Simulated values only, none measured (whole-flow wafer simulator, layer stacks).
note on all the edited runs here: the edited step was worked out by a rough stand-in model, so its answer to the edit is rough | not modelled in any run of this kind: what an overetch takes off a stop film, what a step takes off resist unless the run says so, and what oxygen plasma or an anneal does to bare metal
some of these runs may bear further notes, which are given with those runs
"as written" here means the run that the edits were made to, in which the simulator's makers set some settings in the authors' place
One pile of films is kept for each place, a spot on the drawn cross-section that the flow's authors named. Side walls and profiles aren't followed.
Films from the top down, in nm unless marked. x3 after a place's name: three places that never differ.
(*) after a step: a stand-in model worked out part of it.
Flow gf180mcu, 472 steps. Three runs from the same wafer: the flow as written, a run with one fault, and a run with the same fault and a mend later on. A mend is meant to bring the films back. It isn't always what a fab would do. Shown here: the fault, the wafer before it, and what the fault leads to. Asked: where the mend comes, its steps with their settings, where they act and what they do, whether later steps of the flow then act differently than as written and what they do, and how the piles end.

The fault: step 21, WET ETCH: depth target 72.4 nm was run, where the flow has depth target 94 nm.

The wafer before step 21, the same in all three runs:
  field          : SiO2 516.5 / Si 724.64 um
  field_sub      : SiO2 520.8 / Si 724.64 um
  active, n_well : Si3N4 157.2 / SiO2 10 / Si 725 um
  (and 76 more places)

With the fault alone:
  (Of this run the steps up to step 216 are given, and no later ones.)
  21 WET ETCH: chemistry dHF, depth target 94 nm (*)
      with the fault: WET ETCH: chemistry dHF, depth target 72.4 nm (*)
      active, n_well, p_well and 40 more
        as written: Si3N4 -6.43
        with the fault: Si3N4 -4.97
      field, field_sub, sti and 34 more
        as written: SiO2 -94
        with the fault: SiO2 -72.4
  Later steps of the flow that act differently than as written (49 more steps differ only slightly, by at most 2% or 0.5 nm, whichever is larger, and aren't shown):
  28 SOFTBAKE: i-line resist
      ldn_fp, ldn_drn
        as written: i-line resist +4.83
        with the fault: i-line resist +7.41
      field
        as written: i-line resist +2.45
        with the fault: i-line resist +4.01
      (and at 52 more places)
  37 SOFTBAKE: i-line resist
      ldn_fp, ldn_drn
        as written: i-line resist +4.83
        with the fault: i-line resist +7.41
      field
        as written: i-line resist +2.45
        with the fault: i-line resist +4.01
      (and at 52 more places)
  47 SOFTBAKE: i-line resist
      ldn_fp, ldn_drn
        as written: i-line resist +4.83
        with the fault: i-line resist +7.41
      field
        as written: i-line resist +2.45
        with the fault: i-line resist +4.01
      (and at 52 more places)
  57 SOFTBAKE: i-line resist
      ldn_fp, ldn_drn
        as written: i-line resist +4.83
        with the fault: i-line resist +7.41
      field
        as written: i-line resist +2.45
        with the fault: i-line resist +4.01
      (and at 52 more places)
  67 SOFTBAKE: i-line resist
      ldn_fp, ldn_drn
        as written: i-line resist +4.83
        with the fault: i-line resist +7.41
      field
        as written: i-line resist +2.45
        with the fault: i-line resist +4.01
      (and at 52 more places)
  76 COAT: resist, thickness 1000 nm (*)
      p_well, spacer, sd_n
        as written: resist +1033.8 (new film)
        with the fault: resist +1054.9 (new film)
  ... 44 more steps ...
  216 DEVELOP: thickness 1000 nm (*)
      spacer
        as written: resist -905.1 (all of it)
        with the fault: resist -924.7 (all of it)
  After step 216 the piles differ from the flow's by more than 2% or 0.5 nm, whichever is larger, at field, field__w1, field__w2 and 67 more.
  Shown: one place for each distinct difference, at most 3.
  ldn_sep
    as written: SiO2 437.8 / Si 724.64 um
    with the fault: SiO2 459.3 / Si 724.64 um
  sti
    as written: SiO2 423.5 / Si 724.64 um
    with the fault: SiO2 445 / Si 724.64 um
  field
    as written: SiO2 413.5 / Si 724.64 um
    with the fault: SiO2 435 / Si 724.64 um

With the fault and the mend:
  The mend comes after step 21.
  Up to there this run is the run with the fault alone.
  21a WET ETCH: chemistry dHF, depth target 21.6 nm (the flow's step 21 once more, with other settings)
      field, field_sub, sti and 34 more
        SiO2 -21.6
  No later step of the flow acts differently than as written, at any place that is followed, by more than 2% or 0.5 nm, whichever is larger.
  At the end the piles are the same as the flow's at every place that both follow.
